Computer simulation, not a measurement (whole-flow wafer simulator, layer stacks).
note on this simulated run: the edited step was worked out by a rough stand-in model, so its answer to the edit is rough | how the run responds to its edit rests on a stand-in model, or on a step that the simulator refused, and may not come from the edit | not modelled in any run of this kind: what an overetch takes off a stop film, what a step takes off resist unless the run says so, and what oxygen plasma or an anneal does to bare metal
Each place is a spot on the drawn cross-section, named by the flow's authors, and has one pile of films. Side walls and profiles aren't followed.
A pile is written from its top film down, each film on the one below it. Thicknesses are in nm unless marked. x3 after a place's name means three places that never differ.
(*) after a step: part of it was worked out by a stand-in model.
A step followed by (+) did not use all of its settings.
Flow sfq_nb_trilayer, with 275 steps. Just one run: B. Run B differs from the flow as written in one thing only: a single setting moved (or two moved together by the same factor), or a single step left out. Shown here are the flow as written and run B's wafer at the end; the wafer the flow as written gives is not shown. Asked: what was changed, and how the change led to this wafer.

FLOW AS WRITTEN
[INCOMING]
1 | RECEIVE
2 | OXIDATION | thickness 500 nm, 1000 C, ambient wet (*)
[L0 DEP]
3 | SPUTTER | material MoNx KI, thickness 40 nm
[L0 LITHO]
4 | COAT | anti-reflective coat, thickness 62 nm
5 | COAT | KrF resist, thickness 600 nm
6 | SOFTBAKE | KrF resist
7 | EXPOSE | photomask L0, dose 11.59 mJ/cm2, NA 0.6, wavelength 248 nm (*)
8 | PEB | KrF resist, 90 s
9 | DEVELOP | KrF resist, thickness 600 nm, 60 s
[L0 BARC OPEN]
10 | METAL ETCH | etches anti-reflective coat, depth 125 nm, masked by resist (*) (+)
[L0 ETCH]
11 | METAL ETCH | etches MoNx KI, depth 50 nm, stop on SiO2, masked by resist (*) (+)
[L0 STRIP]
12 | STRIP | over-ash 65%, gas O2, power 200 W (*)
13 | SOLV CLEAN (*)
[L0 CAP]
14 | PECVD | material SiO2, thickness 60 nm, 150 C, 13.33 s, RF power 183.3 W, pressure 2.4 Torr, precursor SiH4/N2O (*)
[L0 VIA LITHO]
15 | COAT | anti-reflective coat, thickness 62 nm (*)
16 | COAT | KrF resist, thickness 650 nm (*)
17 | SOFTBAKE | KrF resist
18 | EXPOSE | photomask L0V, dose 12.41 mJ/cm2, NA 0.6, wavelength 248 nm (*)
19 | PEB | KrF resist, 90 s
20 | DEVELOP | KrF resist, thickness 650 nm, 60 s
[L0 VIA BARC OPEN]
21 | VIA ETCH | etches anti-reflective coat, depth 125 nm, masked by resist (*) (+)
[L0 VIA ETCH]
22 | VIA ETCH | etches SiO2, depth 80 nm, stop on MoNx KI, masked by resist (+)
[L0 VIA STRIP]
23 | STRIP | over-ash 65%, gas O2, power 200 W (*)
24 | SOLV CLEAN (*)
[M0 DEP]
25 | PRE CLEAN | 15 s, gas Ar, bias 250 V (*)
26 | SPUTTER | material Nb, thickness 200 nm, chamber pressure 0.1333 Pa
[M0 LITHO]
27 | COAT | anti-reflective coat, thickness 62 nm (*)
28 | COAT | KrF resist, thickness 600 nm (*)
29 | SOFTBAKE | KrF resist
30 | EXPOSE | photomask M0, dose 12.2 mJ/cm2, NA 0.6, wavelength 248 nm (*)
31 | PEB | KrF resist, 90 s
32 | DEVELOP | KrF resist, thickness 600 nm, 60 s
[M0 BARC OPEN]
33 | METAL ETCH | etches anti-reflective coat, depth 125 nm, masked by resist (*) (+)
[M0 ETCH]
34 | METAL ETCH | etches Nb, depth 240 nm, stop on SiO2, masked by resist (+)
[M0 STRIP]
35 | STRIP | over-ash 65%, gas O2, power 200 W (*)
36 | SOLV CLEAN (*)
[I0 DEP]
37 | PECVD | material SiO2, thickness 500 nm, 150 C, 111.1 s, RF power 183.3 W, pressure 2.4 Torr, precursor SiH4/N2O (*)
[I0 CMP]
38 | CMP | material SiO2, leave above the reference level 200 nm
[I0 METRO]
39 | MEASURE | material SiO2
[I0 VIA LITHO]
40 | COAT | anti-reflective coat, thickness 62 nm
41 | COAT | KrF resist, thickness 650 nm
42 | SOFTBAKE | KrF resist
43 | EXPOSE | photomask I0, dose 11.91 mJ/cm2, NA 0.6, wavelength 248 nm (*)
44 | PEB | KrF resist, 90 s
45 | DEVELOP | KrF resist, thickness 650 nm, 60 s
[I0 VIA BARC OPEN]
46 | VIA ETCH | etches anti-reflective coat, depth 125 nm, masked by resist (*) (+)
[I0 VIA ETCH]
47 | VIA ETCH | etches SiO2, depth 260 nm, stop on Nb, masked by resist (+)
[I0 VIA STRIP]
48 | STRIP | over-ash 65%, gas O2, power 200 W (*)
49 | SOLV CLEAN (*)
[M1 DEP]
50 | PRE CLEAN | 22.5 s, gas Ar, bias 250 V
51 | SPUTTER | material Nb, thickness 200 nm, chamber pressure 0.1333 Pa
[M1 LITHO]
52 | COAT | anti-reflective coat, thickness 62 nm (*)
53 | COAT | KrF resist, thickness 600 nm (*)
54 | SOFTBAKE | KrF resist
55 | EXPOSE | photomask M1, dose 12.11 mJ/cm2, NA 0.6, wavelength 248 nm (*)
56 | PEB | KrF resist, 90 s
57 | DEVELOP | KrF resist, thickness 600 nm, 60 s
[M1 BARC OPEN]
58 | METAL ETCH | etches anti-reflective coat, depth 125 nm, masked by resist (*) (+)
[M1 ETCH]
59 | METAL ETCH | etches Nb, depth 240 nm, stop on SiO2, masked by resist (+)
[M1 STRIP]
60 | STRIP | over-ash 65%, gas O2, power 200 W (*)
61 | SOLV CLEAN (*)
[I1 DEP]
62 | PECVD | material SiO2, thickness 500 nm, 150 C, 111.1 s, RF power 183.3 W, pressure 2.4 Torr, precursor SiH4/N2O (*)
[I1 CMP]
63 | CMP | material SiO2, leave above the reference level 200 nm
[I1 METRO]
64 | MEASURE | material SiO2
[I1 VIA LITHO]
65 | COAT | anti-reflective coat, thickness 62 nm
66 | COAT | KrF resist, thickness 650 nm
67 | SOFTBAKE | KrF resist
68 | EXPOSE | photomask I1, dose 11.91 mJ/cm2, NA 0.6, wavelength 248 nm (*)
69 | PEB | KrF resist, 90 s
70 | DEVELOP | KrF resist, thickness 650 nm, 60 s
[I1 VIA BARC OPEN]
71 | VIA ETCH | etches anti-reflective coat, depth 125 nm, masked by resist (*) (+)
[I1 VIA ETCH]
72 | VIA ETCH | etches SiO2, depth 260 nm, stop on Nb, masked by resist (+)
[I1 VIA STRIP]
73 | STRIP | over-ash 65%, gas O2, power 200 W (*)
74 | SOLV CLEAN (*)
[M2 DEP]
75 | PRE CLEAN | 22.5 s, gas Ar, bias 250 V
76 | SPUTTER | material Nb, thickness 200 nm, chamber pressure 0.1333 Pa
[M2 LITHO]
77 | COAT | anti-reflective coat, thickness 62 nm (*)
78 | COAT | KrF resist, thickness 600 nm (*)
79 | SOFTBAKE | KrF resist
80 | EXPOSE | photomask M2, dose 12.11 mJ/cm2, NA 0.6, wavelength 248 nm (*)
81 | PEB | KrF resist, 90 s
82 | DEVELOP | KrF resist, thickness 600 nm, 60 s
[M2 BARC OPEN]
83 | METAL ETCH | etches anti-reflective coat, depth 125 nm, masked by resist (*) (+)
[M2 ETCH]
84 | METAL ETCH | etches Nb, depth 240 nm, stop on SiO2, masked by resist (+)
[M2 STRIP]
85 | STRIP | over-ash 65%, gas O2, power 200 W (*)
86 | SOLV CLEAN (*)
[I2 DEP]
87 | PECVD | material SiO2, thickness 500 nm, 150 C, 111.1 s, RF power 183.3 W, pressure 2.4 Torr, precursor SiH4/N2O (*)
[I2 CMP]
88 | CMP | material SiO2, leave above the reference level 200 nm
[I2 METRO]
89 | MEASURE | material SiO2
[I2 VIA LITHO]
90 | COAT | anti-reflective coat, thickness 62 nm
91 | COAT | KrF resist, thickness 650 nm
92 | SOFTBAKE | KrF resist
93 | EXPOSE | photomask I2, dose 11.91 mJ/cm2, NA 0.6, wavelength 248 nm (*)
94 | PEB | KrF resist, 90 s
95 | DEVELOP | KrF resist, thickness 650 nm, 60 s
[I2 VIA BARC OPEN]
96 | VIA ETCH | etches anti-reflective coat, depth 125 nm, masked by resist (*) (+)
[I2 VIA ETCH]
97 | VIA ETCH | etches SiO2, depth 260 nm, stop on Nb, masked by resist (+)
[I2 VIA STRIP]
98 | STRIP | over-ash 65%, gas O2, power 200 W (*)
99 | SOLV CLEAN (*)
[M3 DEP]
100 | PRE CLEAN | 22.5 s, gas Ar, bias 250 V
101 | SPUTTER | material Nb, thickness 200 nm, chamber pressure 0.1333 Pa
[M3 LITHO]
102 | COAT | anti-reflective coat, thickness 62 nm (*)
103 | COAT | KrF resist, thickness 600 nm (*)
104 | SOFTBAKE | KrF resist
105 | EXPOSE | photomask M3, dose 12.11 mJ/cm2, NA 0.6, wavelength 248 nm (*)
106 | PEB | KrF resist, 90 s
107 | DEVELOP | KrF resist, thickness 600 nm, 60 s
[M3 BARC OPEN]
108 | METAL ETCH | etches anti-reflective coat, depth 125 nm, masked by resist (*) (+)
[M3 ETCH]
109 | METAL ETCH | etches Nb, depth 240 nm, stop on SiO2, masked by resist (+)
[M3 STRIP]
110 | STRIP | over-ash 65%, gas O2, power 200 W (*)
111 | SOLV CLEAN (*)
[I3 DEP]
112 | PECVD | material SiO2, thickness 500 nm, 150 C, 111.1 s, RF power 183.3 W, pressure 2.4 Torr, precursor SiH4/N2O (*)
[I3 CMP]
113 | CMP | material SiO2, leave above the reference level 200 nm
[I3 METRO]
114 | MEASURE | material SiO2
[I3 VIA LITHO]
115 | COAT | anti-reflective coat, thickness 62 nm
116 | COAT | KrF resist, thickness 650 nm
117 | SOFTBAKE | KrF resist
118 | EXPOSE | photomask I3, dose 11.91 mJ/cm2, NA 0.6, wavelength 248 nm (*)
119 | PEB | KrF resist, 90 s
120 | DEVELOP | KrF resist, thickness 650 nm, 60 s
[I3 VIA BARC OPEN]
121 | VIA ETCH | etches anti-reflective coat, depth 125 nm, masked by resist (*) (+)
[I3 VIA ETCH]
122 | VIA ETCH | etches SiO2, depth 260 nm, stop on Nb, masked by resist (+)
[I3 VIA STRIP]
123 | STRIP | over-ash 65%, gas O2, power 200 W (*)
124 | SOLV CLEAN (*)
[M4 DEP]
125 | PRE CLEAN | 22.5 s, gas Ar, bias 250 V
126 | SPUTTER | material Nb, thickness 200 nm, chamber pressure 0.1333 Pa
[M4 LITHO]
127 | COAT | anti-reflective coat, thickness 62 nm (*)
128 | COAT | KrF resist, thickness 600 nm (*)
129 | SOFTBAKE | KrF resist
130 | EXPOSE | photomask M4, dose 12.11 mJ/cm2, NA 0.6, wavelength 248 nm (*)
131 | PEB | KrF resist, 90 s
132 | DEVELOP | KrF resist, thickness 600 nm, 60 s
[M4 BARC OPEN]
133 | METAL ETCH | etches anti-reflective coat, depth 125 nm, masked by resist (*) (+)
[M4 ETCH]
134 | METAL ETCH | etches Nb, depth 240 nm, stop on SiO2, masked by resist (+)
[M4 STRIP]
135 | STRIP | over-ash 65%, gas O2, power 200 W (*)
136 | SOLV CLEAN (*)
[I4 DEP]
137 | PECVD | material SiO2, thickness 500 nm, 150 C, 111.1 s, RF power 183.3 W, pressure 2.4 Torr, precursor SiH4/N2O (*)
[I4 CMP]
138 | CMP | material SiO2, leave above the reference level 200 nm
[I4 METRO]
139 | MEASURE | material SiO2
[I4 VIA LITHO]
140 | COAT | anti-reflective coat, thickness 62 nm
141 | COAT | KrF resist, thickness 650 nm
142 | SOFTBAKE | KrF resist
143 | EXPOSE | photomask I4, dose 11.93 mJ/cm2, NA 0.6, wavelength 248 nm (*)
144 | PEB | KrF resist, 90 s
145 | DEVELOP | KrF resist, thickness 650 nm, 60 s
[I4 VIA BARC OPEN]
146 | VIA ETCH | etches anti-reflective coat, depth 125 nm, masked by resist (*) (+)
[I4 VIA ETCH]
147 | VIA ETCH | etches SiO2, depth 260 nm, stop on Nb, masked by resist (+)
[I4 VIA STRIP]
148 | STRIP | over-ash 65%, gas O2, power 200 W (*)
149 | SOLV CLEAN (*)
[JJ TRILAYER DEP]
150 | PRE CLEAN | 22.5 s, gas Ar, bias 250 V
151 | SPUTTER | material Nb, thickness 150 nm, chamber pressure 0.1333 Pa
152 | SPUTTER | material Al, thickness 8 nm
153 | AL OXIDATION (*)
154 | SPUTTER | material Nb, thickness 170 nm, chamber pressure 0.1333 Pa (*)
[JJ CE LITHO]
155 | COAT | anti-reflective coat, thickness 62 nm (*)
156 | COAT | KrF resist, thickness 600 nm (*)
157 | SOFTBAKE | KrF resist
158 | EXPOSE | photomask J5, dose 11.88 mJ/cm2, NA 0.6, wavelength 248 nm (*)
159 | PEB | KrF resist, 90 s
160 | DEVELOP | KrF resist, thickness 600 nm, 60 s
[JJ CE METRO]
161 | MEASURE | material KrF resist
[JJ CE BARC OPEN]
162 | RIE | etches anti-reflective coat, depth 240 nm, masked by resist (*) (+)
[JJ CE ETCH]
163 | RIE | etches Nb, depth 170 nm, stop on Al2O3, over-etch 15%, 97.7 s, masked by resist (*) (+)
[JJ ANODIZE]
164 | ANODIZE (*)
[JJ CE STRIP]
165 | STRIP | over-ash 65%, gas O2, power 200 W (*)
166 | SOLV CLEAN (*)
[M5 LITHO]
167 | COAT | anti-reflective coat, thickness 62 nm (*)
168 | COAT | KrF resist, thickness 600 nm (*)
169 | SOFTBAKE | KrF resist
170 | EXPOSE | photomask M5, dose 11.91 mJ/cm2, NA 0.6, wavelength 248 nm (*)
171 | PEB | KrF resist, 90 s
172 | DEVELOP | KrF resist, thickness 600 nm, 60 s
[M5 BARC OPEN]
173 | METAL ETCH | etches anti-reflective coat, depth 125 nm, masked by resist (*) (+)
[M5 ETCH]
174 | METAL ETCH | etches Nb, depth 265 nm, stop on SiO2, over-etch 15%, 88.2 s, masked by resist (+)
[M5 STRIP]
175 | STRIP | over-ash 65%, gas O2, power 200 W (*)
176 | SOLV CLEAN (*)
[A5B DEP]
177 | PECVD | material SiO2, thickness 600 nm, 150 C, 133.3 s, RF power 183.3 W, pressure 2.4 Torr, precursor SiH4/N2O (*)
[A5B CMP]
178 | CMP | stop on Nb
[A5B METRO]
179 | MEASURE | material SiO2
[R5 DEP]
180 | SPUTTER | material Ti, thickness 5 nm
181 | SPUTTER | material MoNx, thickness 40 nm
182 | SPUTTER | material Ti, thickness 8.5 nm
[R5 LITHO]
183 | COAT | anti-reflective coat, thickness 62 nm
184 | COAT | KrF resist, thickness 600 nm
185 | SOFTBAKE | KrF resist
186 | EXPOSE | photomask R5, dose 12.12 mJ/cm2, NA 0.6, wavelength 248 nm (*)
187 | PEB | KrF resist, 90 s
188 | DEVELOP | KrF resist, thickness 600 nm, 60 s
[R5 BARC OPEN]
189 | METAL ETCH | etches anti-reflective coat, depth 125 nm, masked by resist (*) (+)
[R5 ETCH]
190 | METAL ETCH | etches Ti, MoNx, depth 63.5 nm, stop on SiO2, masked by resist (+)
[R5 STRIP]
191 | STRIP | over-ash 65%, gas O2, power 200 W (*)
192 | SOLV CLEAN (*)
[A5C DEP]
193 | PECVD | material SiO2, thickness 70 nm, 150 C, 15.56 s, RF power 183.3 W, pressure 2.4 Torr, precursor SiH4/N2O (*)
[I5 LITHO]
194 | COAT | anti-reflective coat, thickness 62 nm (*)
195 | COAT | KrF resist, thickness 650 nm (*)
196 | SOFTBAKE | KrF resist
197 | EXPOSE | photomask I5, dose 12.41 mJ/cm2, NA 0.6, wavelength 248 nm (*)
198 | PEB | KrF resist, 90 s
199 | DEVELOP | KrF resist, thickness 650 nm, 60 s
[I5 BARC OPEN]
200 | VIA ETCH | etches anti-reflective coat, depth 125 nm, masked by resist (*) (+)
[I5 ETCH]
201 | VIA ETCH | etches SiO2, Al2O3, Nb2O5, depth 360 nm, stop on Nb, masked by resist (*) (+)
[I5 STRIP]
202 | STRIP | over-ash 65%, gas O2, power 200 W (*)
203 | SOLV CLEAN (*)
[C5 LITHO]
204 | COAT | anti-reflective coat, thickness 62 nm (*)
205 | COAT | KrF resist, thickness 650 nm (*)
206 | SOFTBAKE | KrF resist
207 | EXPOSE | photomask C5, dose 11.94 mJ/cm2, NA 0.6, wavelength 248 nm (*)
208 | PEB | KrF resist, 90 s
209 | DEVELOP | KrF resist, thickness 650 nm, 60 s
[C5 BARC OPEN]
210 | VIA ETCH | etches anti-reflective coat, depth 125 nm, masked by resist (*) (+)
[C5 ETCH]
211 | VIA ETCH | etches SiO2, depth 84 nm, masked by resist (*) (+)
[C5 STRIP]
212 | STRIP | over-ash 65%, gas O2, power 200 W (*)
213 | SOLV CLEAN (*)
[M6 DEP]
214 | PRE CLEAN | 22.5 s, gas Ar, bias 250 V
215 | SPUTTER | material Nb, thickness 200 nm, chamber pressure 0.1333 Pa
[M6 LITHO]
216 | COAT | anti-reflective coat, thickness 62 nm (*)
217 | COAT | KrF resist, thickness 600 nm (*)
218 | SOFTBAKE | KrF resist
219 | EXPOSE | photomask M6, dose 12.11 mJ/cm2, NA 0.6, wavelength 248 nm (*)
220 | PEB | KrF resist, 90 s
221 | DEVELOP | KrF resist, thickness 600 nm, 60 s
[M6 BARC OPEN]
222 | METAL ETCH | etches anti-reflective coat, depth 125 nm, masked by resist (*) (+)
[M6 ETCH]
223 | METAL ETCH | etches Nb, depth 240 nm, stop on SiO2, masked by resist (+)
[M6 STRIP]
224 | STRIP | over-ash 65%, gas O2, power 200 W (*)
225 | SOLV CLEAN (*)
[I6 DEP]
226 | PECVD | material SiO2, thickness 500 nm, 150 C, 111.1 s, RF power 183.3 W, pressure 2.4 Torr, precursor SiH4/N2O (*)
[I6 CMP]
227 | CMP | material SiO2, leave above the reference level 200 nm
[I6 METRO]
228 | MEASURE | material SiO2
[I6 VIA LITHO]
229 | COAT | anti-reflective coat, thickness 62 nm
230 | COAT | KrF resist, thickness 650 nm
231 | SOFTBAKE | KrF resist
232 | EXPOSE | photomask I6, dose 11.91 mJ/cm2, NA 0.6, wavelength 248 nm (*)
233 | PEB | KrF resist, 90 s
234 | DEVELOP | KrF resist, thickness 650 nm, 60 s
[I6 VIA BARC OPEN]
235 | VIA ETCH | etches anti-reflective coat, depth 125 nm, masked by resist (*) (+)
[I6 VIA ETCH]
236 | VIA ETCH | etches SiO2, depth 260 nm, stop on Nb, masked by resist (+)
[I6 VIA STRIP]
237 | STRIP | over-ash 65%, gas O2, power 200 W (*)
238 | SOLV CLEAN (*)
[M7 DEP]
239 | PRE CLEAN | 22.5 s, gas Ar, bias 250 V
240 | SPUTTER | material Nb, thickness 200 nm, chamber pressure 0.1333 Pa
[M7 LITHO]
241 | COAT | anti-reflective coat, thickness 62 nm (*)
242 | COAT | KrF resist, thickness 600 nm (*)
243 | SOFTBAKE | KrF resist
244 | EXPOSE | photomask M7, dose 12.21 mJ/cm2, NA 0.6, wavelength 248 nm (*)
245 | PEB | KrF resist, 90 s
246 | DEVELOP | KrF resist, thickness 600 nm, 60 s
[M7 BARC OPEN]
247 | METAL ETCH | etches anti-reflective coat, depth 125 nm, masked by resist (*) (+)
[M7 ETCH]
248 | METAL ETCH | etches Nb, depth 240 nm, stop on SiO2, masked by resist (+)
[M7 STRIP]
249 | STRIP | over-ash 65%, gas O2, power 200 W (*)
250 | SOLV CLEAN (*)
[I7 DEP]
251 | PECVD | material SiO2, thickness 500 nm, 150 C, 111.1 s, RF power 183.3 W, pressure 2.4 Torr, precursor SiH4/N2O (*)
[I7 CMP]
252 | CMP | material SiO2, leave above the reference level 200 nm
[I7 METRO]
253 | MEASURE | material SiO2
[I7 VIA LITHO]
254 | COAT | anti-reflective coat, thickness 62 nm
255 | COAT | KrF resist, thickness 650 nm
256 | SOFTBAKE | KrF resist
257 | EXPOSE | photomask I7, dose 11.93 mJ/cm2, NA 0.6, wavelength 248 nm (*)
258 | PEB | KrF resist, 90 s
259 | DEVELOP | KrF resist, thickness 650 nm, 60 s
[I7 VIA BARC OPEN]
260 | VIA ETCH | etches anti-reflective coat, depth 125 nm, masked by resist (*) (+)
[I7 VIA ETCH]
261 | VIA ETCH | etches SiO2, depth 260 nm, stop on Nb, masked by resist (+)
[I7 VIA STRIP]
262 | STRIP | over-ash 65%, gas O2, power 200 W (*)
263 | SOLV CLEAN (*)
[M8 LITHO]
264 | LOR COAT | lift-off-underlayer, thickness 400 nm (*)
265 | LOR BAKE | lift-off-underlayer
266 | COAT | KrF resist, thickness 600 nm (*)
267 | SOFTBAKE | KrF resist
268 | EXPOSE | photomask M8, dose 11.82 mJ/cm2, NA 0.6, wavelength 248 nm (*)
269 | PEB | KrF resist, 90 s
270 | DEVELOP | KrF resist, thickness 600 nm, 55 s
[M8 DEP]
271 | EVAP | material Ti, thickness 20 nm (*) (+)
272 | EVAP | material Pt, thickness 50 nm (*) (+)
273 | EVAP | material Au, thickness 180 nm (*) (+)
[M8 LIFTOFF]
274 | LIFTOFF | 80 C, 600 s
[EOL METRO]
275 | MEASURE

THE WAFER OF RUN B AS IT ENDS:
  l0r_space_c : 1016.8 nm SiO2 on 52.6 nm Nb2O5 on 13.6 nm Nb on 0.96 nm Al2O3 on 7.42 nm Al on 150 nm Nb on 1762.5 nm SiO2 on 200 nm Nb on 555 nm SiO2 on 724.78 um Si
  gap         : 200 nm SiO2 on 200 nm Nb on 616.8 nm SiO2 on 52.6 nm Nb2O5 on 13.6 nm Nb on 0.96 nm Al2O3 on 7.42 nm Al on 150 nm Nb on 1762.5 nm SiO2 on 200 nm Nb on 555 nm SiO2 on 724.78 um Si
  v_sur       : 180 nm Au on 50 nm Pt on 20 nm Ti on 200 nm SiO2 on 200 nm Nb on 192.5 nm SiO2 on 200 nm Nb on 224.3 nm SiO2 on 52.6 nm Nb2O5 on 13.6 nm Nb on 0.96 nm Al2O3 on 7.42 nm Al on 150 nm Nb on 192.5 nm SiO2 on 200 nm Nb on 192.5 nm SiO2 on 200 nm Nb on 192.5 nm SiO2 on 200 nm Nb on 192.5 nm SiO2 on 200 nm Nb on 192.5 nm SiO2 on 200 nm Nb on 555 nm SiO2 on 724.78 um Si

Cause: step 154, SPUTTER: thickness 228 nm was run, while the flow as written has thickness 170 nm.

The path from the change to this, step by step:
  154 | SPUTTER | material Nb, thickness 170 nm, chamber pressure 0.1333 Pa (*)
      field_l, v_sur, via_sp and 100 more: +228 Nb (new film) (as written it would have been: +170 Nb (new film))
      via_wl, via_wr: +189.2 Nb (new film) (as written it would have been: +140.7 Nb (new film))
      (as well as at 1 more place)
  155 | COAT | anti-reflective coat, thickness 62 nm (*)
      via_wl, via_wr: +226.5 anti-reflective coat (new film) (as written it would have been: +209.4 anti-reflective coat (new film))
      via_w: +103 anti-reflective coat (new film) (as written it would have been: +97.4 anti-reflective coat (new film))
  162 | RIE | etches anti-reflective coat, depth 240 nm, masked by resist (*) (+)
      ce_l, c5j, ce_r, wl_jj: -226.5 KrF resist (as written it would have been: -209.4 KrF resist)
      via_wl, via_wr: -226.5 anti-reflective coat (all of it) (as written it would have been: -209.4 anti-reflective coat (all of it))
      (as well as at 1 more place)
  163 | RIE | etches Nb, depth 170 nm, stop on Al2O3, over-etch 15%, 97.7 s, masked by resist (*) (+)
      field_l, v_sur, via_sp and 96 more: -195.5 Nb (as written it would have been: -170 Nb (all of it), -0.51 Al2O3)
      via_wl, via_wr: -189.2 Nb (all of it), -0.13 Al2O3 (as written it would have been: -140.7 Nb (all of it), -0.96 Al2O3 (all of it))
      (as well as at 1 more place)
  164 | ANODIZE (*)
      field_l, v_sur, via_sp and 96 more: +52.6 Nb2O5 (new film), -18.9 Nb (as written it would have been: +12.2 Al2O3, +29.9 Nb2O5 (new film), -7.42 Al (all of it), -10.8 Nb)
      via_wl, via_wr: +7.52 Al2O3, +37.7 Nb2O5 (new film), -4.56 Al (all of it), -13.6 Nb (as written it would have been: +7.52 Al2O3 (new film), +39.2 Nb2O5 (new film), -4.56 Al (all of it), -14.1 Nb)
      (as well as at 1 more place)
  165 | STRIP | over-ash 65%, gas O2, power 200 W (*)
      ce_l: -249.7 KrF resist (all of it), -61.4 anti-reflective coat (all of it) (as written it would have been: -266.8 KrF resist (all of it), -61.4 anti-reflective coat (all of it))
      c5j: -249.7 KrF resist (all of it), -61.5 anti-reflective coat (all of it) (as written it would have been: -266.9 KrF resist (all of it), -61.5 anti-reflective coat (all of it))
      (as well as at 2 more places)
  167 | COAT | anti-reflective coat, thickness 62 nm (*)
      wl_j_sl, wl_j_sr: +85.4 anti-reflective coat (new film) (as written it would have been: +83.3 anti-reflective coat (new film))
      via_wl: +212 anti-reflective coat (new film) (as written it would have been: +170.5 anti-reflective coat (new film))
      (as well as at 7 more places)
  168 | COAT | KrF resist, thickness 600 nm (*)
      via_w: +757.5 KrF resist (new film) (as written it would have been: +732.6 KrF resist (new film))
  174 | METAL ETCH | etches Nb, depth 265 nm, stop on SiO2, over-etch 15%, 88.2 s, masked by resist (+)
      field_l, r_sur, res and 50 more: -52.6 Nb2O5 (all of it), -13.6 Nb (all of it), -0.96 Al2O3 (all of it), -7.42 Al (all of it), -150 Nb (all of it) (as written it would have been: -12.6 Al2O3 (all of it), -29.9 Nb2O5 (all of it), -139.2 Nb (all of it), -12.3 SiO2)
  175 | STRIP | over-ash 65%, gas O2, power 200 W (*)
      via_wl: -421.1 KrF resist (all of it), -212 anti-reflective coat (all of it) (as written it would have been: -427 KrF resist (all of it), -170.5 anti-reflective coat (all of it))
      via_w: -528.3 KrF resist (all of it), -92.8 anti-reflective coat (all of it) (as written it would have been: -503.5 KrF resist (all of it), -84.1 anti-reflective coat (all of it))
      (as well as at 8 more places)
  178 | CMP | stop on Nb
      v_sur, via_sp, via_v and 43 more: -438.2 SiO2 (as written it would have been: -453.5 SiO2)
      field_l, p4_fl, p4_fm and 39 more: -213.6 SiO2 (as written it would have been: -259.3 SiO2)
      (as well as at 14 more places)
  201 | VIA ETCH | etches SiO2, Al2O3, Nb2O5, depth 360 nm, stop on Nb, masked by resist (*) (+)
      be: -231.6 SiO2 (all of it), -52.6 Nb2O5 (all of it) (as written it would have been: -216.4 SiO2 (all of it), -12.7 Al2O3 (all of it), -29.9 Nb2O5 (all of it))
  204 | COAT | anti-reflective coat, thickness 62 nm (*)
      be: +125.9 anti-reflective coat (new film) (as written it would have been: +122.2 anti-reflective coat (new film))
  205 | COAT | KrF resist, thickness 650 nm (*)
      be: +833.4 KrF resist (new film) (as written it would have been: +815.3 KrF resist (new film))
  212 | STRIP | over-ash 65%, gas O2, power 200 W (*)
      be: -746.2 KrF resist (all of it), -125.9 anti-reflective coat (all of it) (as written it would have been: -728.2 KrF resist (all of it), -122.2 anti-reflective coat (all of it))
  215 | SPUTTER | material Nb, thickness 200 nm, chamber pressure 0.1333 Pa
      be: +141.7 Nb (as written it would have been: +147.3 Nb)
  ... another 3 steps ...
  226 | PECVD | material SiO2, thickness 500 nm, 150 C, 111.1 s, RF power 183.3 W, pressure 2.4 Torr, precursor SiH4/N2O (*)
      be: +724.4 SiO2 (new film) (as written it would have been: +693.5 SiO2 (new film))
Taking metal films that touch as one body, l0r_space_c has 3 bodies (between them, from the top down: Al2O3 0.96; SiO2 1762.5); the flow as written gives 2 bodies (between them, from the top down: SiO2 1762.5).
Taking metal films that touch as one body, gap has 4 bodies (between them, from the top down: SiO2 616.8 / Nb2O5 52.6; Al2O3 0.96; SiO2 1762.5); the flow as written gives 3 bodies (between them, from the top down: SiO2 601.5 / Al2O3 12.7 / Nb2O5 29.9; SiO2 1762.5).
Taking metal films that touch as one body, v_sur has 10 bodies (between them, from the top down: SiO2 200; SiO2 192.5; SiO2 224.3 / Nb2O5 52.6; Al2O3 0.96; SiO2 192.5; SiO2 192.5; SiO2 192.5; SiO2 192.5; SiO2 192.5); the flow as written gives 9 bodies (between them, from the top down: SiO2 200; SiO2 192.5; SiO2 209 / Al2O3 12.7 / Nb2O5 29.9; SiO2 192.5; SiO2 192.5; SiO2 192.5; SiO2 192.5; SiO2 192.5).
